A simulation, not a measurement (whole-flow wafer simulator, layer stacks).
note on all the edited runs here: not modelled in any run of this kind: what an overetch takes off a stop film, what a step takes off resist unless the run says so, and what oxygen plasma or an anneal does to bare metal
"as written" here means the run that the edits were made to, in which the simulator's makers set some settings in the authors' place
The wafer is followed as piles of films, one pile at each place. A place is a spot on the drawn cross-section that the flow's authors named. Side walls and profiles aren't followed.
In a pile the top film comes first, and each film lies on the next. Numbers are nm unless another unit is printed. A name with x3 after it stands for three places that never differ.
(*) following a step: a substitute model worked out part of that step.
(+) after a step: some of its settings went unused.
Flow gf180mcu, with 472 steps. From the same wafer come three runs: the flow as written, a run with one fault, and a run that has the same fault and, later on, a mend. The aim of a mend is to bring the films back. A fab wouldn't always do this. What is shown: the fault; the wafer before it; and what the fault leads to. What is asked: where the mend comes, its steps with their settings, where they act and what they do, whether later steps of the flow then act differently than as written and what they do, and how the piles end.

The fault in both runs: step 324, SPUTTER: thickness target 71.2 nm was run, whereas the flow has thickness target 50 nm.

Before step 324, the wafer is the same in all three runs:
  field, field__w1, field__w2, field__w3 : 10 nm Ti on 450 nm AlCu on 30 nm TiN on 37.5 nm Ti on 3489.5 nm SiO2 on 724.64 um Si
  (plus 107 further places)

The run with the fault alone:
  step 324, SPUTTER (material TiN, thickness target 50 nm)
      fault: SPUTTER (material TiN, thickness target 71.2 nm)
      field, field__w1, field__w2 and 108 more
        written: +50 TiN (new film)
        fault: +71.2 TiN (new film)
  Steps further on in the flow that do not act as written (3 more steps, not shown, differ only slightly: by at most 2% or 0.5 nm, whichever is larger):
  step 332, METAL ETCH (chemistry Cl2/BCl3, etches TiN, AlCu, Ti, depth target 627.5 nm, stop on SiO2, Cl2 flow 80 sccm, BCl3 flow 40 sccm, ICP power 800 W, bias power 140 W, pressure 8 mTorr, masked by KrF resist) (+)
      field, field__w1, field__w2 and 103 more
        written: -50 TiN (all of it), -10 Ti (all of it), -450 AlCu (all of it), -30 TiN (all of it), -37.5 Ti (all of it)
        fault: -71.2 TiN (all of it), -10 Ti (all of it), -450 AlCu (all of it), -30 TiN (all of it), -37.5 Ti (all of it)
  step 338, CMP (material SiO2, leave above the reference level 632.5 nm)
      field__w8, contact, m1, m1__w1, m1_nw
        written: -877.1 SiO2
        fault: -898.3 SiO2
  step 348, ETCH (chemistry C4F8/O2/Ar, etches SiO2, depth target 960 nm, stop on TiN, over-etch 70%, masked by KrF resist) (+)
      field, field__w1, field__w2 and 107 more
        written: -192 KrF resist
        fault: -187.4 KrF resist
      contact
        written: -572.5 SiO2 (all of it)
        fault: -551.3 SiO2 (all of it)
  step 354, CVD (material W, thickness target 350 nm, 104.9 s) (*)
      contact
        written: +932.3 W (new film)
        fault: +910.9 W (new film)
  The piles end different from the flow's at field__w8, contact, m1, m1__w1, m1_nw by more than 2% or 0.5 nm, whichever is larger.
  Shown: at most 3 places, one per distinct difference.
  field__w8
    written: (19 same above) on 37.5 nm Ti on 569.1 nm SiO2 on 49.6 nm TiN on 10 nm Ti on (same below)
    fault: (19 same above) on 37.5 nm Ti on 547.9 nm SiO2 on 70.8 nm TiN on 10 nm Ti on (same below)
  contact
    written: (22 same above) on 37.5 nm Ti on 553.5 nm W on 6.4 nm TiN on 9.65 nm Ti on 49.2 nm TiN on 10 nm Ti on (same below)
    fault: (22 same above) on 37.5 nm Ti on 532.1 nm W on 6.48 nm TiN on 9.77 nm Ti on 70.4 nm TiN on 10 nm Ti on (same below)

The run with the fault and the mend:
  After step 324 comes the mend.
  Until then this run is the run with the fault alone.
  step 324a, METAL ETCH (chemistry Cl2/BCl3, etches TiN, AlCu, Ti, depth target 21.2 nm, Cl2 flow 80 sccm, BCl3 flow 40 sccm, ICP power 800 W, bias power 140 W, pressure 8 mTorr) (the flow's step 260, run once more with other settings)
      field, field__w1, field__w2 and 108 more
        -21.2 TiN
  Later steps of the flow that are run all act as written at every place that is followed.
  At every place that both follow, the piles at the end match the flow's.
